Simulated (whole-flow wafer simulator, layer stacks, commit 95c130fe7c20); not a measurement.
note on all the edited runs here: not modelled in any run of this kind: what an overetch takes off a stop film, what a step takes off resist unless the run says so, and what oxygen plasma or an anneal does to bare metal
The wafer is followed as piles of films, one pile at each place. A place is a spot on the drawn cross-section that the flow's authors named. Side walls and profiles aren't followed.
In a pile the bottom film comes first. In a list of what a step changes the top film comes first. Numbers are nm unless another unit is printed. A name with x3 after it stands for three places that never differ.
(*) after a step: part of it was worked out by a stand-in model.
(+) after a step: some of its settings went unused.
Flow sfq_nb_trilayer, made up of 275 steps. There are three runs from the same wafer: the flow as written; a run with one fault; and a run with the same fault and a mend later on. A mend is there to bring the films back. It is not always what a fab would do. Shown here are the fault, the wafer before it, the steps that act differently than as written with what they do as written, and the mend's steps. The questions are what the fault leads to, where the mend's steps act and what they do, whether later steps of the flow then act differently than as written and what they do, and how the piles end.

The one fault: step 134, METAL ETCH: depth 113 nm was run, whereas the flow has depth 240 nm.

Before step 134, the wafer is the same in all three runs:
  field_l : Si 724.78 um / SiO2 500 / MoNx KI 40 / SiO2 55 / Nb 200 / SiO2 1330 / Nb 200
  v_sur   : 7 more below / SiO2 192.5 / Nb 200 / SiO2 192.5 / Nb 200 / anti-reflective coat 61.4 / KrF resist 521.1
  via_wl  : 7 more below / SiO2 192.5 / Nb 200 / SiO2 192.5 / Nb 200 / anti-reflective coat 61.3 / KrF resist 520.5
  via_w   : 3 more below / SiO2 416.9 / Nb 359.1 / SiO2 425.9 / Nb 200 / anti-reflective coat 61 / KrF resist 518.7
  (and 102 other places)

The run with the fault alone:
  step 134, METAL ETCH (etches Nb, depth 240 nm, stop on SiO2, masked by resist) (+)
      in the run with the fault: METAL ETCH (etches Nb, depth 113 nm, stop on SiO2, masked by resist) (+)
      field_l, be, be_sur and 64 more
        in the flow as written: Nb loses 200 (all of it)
        in the run with the fault: Nb loses 113
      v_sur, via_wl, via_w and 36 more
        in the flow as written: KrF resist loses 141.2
        in the run with the fault: KrF resist loses 66.5
  Steps later in the flow that act otherwise than as written:
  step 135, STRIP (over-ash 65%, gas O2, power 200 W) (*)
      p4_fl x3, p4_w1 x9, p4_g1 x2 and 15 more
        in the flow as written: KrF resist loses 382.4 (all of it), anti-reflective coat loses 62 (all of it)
        in the run with the fault: KrF resist loses 457.1 (all of it), anti-reflective coat loses 62 (all of it)
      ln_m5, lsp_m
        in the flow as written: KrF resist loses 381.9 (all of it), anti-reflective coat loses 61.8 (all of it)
        in the run with the fault: KrF resist loses 456.6 (all of it), anti-reflective coat loses 61.8 (all of it)
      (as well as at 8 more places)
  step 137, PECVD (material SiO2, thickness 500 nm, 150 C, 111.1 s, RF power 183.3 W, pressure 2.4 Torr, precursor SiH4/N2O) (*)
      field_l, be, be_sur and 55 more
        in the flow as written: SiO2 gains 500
        in the run with the fault: SiO2 gains 500 (new film)
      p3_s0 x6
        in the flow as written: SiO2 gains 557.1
        in the run with the fault: SiO2 gains 500 (new film)
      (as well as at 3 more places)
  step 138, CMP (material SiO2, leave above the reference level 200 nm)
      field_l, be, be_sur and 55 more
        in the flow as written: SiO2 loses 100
        in the run with the fault: SiO2 loses 187
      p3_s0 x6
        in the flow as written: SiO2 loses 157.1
        in the run with the fault: SiO2 loses 187
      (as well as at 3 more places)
  At field_l, be, be_sur and 64 more, the piles at the end differ from the flow's by more than 2% or 0.5 nm, whichever is larger.
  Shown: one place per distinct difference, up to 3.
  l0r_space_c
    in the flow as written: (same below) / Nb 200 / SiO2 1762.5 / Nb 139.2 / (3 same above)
    in the run with the fault: (same below) / Nb 200 / SiO2 1370 / Nb 87 / SiO2 305.5 / Nb 139.2 / (3 same above)
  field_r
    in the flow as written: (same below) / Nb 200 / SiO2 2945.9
    in the run with the fault: (same below) / Nb 200 / SiO2 1370 / Nb 87 / SiO2 1488.9
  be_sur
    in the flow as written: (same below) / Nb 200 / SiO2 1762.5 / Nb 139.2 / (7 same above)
    in the run with the fault: (same below) / Nb 200 / SiO2 1370 / Nb 87 / SiO2 305.5 / Nb 139.2 / (7 same above)

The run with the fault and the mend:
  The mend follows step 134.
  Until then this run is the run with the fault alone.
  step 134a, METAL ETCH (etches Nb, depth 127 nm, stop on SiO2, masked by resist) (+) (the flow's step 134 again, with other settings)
      field_l, be, be_sur and 64 more
        Nb loses 87 (all of it)
      v_sur, via_wl, via_w and 36 more
        KrF resist loses 74.7
  Later steps of the flow that are run all act as written at every place that is followed.
  By the end, the piles equal the flow's at every place that both follow.
